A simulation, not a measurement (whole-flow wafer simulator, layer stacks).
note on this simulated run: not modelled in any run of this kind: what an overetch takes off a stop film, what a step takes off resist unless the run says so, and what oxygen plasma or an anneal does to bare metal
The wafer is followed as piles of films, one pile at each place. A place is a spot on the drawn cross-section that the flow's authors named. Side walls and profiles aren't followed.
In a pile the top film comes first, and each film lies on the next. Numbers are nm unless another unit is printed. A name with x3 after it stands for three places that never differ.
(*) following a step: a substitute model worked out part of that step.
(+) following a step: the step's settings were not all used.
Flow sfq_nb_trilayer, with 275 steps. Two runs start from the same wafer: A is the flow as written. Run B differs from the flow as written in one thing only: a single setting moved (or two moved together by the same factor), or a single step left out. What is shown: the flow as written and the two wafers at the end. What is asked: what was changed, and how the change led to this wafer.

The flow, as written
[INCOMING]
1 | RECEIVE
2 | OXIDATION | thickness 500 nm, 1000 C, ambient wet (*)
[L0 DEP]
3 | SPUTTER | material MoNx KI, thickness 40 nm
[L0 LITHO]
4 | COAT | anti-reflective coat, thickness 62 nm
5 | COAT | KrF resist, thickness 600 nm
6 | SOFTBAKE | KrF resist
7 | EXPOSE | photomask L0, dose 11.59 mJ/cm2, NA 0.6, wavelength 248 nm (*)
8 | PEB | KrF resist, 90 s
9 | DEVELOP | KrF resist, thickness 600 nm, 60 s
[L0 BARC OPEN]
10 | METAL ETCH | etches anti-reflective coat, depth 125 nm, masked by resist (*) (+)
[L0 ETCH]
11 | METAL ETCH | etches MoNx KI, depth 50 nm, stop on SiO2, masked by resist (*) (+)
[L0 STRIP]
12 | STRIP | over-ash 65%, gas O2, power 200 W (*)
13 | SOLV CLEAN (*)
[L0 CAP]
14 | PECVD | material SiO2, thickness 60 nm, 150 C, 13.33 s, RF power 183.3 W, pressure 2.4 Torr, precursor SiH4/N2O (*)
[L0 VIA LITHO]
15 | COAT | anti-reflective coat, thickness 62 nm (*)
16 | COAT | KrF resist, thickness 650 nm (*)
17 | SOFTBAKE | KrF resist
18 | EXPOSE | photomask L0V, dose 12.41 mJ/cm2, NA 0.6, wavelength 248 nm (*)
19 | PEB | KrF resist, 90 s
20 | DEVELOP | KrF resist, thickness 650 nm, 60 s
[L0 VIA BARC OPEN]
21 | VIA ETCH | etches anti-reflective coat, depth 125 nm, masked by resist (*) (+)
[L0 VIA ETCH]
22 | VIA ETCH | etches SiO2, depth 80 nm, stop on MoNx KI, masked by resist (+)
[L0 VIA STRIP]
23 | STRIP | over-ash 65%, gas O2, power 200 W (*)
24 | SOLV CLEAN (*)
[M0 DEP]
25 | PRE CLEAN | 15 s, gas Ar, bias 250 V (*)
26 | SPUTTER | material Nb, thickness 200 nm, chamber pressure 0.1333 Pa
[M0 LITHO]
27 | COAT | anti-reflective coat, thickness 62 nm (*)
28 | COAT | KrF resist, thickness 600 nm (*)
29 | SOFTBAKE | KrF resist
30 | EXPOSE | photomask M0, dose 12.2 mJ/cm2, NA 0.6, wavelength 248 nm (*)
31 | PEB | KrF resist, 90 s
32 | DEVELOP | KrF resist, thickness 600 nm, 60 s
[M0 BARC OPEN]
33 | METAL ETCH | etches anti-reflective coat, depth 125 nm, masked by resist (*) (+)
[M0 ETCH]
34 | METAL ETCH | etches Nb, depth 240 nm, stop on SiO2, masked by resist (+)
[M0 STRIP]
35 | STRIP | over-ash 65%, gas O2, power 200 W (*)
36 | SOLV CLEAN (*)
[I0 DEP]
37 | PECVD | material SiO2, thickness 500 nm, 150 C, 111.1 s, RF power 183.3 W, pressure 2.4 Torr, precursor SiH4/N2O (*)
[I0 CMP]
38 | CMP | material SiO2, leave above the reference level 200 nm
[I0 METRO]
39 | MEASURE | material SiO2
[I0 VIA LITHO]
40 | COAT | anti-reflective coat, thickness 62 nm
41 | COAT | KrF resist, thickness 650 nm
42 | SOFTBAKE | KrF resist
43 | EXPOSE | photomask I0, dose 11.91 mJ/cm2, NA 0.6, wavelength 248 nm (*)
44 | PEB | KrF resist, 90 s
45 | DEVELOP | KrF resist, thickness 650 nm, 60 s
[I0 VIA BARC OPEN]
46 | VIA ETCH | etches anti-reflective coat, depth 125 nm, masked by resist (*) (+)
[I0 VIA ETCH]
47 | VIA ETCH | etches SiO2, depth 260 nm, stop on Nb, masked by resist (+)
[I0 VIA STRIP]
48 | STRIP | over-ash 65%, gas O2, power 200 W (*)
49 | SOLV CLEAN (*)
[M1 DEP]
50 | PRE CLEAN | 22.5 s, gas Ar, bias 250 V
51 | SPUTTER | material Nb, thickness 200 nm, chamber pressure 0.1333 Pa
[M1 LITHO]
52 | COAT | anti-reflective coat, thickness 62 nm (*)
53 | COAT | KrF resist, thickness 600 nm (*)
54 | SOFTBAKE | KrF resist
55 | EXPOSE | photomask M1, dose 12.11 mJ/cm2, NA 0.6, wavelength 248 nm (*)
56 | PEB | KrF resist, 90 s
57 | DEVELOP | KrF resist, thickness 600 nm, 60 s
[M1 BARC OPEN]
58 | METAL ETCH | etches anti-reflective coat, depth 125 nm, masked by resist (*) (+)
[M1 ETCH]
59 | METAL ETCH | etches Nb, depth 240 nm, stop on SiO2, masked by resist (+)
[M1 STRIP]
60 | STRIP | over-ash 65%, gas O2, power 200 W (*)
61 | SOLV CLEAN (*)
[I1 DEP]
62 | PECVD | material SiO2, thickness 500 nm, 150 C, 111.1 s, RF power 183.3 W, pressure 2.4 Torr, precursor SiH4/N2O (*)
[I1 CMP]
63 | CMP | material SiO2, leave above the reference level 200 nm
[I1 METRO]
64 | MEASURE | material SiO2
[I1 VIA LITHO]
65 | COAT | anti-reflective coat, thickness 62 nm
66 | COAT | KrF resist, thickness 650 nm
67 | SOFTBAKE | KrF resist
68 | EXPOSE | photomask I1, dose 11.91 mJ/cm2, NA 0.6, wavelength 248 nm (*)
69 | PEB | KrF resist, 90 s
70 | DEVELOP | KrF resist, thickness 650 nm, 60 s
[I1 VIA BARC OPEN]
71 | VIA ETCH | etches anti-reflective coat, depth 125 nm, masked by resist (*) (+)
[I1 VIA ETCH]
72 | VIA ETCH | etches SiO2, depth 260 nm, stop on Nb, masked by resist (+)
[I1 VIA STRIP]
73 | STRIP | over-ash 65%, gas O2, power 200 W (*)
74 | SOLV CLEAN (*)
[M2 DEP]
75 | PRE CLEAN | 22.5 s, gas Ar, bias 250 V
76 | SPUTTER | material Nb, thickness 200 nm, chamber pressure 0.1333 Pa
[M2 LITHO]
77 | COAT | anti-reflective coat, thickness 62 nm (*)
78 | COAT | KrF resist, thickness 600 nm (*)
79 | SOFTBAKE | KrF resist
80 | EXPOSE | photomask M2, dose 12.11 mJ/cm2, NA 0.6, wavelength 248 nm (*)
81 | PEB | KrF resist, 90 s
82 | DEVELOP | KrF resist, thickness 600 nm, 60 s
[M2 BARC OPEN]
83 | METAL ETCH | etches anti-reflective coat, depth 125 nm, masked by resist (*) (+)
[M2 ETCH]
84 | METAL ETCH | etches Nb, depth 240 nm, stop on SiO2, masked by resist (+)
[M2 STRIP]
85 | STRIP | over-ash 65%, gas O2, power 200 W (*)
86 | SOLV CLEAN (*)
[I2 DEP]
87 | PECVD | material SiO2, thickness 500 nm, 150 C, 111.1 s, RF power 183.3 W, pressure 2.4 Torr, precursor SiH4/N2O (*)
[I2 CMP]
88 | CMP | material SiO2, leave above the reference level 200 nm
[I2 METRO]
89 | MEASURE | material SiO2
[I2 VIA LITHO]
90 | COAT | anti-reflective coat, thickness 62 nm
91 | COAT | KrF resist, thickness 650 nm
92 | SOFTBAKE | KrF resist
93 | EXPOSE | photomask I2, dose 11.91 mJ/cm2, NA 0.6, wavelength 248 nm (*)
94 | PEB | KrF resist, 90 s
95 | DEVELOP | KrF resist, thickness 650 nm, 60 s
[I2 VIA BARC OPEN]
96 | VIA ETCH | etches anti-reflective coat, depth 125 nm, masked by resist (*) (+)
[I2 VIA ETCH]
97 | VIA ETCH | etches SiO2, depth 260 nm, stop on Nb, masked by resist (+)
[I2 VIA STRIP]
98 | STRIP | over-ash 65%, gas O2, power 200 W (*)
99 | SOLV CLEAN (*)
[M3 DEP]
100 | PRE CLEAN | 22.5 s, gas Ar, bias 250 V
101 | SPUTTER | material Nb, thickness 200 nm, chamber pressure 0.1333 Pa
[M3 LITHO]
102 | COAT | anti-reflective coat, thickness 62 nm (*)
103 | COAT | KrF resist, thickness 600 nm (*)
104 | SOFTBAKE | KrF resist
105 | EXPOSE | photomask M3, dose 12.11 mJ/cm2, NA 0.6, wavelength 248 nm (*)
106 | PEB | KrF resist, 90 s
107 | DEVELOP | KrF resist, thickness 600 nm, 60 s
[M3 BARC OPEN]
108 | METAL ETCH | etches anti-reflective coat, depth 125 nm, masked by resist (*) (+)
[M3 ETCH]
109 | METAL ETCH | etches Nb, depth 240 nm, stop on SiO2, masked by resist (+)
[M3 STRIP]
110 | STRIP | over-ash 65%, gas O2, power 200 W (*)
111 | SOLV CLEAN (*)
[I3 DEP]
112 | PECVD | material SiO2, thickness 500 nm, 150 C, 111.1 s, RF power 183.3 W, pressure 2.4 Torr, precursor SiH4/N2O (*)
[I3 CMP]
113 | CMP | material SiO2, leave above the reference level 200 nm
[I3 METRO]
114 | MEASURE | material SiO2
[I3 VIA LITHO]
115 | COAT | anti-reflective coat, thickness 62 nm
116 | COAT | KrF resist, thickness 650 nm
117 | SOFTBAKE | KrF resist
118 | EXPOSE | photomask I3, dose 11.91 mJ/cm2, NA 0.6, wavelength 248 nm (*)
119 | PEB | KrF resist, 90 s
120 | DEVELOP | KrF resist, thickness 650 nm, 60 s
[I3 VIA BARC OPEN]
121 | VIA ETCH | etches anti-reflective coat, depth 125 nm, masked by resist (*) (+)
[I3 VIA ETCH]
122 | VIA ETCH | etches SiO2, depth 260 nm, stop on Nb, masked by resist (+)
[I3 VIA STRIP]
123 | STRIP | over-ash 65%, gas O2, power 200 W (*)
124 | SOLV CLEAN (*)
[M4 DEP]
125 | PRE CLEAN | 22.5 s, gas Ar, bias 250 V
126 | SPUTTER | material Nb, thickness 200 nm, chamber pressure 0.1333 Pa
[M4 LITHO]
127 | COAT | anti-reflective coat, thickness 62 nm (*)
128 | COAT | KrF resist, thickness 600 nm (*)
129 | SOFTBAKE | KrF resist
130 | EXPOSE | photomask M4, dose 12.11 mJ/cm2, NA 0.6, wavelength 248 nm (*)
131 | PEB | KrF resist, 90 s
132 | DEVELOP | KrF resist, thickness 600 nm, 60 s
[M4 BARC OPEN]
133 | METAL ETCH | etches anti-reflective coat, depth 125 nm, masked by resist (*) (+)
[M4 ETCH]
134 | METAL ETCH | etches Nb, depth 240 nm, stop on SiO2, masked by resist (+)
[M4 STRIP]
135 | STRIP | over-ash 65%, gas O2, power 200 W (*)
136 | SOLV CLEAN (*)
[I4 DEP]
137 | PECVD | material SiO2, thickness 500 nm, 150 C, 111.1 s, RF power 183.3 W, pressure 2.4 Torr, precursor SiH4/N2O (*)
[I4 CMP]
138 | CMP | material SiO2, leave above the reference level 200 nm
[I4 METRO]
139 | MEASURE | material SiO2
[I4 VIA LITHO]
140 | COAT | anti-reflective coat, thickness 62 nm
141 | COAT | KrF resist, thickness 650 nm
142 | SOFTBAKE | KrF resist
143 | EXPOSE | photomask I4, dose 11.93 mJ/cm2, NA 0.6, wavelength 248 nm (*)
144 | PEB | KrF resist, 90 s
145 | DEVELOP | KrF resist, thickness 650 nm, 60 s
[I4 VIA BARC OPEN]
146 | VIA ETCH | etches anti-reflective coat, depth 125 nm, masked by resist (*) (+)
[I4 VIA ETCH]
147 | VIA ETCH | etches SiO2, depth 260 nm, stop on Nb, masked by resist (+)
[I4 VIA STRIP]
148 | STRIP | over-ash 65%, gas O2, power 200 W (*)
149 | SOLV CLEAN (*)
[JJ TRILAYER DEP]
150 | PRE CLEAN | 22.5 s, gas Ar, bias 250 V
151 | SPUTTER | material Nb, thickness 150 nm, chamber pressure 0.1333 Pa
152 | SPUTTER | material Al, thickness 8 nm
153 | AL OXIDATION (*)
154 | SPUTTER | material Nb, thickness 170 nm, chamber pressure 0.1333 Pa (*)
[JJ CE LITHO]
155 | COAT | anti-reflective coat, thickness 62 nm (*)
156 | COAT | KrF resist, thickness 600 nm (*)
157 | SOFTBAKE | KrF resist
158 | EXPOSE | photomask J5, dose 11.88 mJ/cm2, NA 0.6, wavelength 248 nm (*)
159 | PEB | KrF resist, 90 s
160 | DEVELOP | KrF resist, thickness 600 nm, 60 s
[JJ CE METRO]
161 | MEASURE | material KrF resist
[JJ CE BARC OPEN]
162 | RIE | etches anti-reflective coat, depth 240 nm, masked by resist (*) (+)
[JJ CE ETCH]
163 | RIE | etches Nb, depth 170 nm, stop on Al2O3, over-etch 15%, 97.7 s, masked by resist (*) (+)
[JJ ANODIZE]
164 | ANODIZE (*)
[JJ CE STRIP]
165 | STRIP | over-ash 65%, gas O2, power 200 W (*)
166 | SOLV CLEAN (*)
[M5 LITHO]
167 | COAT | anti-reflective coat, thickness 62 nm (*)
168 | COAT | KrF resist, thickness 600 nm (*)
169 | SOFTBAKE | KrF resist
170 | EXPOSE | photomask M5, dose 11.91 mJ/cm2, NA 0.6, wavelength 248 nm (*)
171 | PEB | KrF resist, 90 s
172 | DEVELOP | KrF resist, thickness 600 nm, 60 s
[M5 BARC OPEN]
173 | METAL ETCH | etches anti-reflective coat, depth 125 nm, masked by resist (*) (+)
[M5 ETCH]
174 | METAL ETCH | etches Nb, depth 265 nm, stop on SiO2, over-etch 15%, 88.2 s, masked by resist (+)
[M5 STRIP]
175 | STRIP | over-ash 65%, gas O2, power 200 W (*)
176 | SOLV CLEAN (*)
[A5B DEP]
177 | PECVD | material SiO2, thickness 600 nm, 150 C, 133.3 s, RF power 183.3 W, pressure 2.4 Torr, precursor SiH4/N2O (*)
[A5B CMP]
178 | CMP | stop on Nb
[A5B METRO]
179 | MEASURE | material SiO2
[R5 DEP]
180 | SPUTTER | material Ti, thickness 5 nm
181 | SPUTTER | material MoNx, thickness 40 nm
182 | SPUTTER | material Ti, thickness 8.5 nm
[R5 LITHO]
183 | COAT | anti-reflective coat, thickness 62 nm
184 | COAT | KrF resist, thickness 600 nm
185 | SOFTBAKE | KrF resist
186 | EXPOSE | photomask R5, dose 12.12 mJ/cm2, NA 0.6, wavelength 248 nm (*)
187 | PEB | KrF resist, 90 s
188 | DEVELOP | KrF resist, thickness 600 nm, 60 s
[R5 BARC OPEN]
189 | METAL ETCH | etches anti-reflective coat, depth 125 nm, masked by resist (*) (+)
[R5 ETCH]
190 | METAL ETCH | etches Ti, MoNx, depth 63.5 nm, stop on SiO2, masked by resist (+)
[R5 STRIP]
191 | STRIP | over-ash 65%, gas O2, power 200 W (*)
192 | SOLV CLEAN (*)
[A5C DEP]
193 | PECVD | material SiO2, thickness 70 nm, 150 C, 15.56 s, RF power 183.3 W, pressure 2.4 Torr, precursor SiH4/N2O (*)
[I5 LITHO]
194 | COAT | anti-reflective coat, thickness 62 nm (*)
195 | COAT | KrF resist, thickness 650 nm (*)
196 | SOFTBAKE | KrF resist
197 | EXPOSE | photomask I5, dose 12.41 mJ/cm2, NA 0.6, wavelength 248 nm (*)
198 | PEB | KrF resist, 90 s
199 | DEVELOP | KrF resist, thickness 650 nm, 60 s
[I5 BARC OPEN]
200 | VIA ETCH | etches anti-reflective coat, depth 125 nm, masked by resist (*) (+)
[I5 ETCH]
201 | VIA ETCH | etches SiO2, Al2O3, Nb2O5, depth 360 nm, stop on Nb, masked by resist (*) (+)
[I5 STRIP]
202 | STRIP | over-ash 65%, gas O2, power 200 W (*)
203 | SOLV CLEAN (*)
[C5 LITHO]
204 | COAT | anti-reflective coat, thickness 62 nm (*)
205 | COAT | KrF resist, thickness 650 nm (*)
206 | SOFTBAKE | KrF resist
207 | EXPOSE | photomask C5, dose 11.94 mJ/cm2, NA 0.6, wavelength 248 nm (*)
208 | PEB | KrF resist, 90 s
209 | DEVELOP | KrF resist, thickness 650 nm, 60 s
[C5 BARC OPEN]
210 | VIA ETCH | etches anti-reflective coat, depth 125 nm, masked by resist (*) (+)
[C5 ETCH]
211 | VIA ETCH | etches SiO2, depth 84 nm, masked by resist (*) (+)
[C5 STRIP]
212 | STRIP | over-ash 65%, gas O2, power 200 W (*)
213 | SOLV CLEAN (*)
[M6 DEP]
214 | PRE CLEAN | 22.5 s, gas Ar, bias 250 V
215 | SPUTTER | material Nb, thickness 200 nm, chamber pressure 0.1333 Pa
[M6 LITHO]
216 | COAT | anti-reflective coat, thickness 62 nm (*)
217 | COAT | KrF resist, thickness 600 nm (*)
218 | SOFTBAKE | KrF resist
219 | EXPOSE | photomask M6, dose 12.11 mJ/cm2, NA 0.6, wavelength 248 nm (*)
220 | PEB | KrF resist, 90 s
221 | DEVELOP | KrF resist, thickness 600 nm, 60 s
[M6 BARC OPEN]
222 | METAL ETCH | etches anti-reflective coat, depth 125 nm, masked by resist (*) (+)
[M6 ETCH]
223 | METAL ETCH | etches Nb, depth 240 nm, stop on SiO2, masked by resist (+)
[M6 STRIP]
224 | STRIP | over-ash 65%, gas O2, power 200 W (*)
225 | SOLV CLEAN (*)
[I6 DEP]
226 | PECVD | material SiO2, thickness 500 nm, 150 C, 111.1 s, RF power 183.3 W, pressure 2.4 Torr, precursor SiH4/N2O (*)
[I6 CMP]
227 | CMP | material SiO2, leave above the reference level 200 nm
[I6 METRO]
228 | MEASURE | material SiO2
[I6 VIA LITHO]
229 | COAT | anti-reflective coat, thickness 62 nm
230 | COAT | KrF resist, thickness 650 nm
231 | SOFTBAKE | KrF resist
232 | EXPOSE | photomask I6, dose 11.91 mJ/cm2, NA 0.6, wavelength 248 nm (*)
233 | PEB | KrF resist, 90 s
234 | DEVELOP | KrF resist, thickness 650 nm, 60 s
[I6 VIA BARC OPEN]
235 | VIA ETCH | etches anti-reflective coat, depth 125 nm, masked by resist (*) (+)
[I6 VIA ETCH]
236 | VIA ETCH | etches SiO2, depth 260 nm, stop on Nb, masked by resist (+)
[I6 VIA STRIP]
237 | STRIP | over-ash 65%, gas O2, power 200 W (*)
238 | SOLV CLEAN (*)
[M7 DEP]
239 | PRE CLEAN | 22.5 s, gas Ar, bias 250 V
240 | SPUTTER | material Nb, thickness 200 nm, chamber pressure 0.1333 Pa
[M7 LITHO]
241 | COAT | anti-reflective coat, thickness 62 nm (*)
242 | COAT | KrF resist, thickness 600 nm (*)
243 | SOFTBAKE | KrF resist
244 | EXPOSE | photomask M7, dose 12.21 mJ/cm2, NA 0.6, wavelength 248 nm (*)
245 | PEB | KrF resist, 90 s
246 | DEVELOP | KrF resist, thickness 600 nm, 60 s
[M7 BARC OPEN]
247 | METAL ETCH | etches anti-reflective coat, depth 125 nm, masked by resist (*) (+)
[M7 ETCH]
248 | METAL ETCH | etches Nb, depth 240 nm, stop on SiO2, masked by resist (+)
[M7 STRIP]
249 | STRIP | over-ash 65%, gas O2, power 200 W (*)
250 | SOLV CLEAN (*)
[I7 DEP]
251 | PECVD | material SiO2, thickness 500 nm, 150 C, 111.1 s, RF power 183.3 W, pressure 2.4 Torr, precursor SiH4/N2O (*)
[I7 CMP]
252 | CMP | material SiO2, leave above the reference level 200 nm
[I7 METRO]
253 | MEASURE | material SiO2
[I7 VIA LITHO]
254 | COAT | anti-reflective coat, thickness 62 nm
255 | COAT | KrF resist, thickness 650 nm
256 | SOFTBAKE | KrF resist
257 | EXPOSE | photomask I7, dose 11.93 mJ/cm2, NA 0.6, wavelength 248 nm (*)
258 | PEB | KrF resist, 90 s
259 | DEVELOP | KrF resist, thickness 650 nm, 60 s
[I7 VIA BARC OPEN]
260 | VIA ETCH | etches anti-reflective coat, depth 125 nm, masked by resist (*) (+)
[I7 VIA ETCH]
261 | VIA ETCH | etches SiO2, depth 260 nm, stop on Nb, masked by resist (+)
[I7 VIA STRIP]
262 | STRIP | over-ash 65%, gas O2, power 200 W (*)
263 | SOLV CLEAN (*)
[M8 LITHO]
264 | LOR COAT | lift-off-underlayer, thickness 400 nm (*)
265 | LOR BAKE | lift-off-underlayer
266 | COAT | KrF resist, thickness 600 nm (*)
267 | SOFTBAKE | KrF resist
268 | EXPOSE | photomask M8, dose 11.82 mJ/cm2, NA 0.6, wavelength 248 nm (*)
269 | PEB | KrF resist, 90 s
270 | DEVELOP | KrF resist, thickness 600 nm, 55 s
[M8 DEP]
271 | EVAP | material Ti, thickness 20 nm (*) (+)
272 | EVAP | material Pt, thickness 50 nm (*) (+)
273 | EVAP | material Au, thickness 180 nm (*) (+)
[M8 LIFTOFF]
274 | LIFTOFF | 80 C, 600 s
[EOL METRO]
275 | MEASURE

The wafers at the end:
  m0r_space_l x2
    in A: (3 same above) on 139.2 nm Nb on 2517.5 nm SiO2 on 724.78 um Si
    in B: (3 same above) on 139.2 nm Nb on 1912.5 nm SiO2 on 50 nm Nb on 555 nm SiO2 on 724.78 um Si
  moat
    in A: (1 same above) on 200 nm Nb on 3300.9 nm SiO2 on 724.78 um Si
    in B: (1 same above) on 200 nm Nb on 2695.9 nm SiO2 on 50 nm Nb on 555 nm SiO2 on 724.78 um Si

The reason: step 34, METAL ETCH: depth 150 nm was run, though the flow has depth 240 nm.

The path from the change to this, step by step:
  34 | METAL ETCH | etches Nb, depth 240 nm, stop on SiO2, masked by resist (+)
      moat, m0r_space_l x2: A -200 Nb (all of it) | B -150 Nb
      field_l, v_sur, via_wl and 100 more: A -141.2 KrF resist | B -88.2 KrF resist
  35 | STRIP | over-ash 65%, gas O2, power 200 W (*)
      p4_fl, p4_fm, p4_w1 and 68 more: A -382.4 KrF resist (all of it), -62 anti-reflective coat (all of it) | B -435.3 KrF resist (all of it), -62 anti-reflective coat (all of it)
      c5j, ce_r, sp_r, be_r, r_sur, res: A -389 KrF resist (all of it), -63.6 anti-reflective coat (all of it) | B -442 KrF resist (all of it), -63.6 anti-reflective coat (all of it)
      (as well as at 26 more places)
  37 | PECVD | material SiO2, thickness 500 nm, 150 C, 111.1 s, RF power 183.3 W, pressure 2.4 Torr, precursor SiH4/N2O (*)
      moat, m0r_space_l x2: A +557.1 SiO2 | B +507.1 SiO2 (new film)
With metal films that touch counted as one body, m0r_space_l x2 has 2 bodies (between them, from the top down: SiO2 1912.5); the flow as written gives 1 body.
With metal films that touch counted as one body, moat has 2 bodies (between them, from the top down: SiO2 2695.9); the flow as written gives 1 body.
